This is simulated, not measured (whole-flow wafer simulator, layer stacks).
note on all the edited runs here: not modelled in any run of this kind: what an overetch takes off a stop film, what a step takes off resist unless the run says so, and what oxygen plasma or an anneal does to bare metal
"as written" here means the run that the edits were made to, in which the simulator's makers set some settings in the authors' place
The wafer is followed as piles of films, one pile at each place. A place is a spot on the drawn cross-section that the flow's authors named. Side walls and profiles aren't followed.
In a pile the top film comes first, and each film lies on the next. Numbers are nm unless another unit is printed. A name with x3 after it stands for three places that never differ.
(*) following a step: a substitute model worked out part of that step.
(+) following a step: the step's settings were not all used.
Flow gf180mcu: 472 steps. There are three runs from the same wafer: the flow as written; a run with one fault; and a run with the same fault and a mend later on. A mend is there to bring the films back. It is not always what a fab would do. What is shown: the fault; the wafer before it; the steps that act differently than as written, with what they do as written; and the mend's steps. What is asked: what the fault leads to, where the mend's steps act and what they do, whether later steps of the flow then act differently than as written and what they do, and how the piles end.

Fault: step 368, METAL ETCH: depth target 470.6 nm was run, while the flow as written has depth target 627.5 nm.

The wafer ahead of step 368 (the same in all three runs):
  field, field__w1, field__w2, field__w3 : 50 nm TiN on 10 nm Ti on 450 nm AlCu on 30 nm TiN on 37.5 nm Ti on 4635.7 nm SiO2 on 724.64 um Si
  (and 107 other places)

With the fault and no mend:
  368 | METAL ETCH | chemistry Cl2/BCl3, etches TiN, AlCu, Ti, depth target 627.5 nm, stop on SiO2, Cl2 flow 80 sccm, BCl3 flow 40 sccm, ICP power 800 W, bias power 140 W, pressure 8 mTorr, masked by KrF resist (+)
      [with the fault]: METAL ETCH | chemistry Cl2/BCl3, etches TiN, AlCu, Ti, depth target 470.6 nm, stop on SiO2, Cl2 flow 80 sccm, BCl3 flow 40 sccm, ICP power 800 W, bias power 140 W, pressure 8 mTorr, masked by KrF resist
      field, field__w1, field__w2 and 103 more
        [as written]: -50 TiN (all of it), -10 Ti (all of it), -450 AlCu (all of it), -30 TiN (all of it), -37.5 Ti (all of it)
        [with the fault]: -50 TiN (all of it), -10 Ti (all of it), -410.6 AlCu
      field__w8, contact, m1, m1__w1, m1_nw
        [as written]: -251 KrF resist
        [with the fault]: -188.2 KrF resist
  Later steps of the flow acting differently than as written:
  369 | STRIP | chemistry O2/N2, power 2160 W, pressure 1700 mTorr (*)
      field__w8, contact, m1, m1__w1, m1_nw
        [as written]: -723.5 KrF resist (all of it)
        [with the fault]: -786.3 KrF resist (all of it)
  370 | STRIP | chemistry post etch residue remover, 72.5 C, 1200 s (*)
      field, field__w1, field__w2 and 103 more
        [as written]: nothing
        [with the fault]: -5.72 AlCu
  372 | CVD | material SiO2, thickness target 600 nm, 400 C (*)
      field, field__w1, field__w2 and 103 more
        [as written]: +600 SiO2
        [with the fault]: +600 SiO2 (new film)
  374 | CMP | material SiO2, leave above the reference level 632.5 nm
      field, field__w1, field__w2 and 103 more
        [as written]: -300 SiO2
        [with the fault]: -401.2 SiO2
  By the end, the piles at field, field__w1, field__w2 and 104 more depart from the flow's by more than 2% or 0.5 nm, whichever is larger.
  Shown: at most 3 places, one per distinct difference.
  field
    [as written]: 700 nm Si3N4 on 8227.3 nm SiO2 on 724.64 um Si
    [with the fault]: 700 nm Si3N4 on 3490.4 nm SiO2 on 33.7 nm AlCu on 30 nm TiN on 37.5 nm Ti on 4635.7 nm SiO2 on 724.64 um Si
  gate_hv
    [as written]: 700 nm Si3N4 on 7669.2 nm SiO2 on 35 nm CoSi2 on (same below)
    [with the fault]: 700 nm Si3N4 on 3490.4 nm SiO2 on 33.7 nm AlCu on 30 nm TiN on 37.5 nm Ti on 4077.6 nm SiO2 on 35 nm CoSi2 on (same below)
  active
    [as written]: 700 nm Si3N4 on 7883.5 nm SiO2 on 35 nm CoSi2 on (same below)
    [with the fault]: 700 nm Si3N4 on 3490.4 nm SiO2 on 33.7 nm AlCu on 30 nm TiN on 37.5 nm Ti on 4291.9 nm SiO2 on 35 nm CoSi2 on (same below)

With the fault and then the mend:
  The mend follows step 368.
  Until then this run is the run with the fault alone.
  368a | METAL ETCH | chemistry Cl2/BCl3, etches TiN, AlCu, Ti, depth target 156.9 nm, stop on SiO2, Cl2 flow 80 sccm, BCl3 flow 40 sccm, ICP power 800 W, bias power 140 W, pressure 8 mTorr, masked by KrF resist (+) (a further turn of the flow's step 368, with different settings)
      field, field__w1, field__w2 and 103 more
        -39.4 AlCu (all of it), -30 TiN (all of it), -37.5 Ti (all of it)
      field__w8, contact, m1, m1__w1, m1_nw
        -62.8 KrF resist
  Every later step of the flow that is run acts as written at every place that is followed.
  The piles end the same as the flow's at every place that both follow.
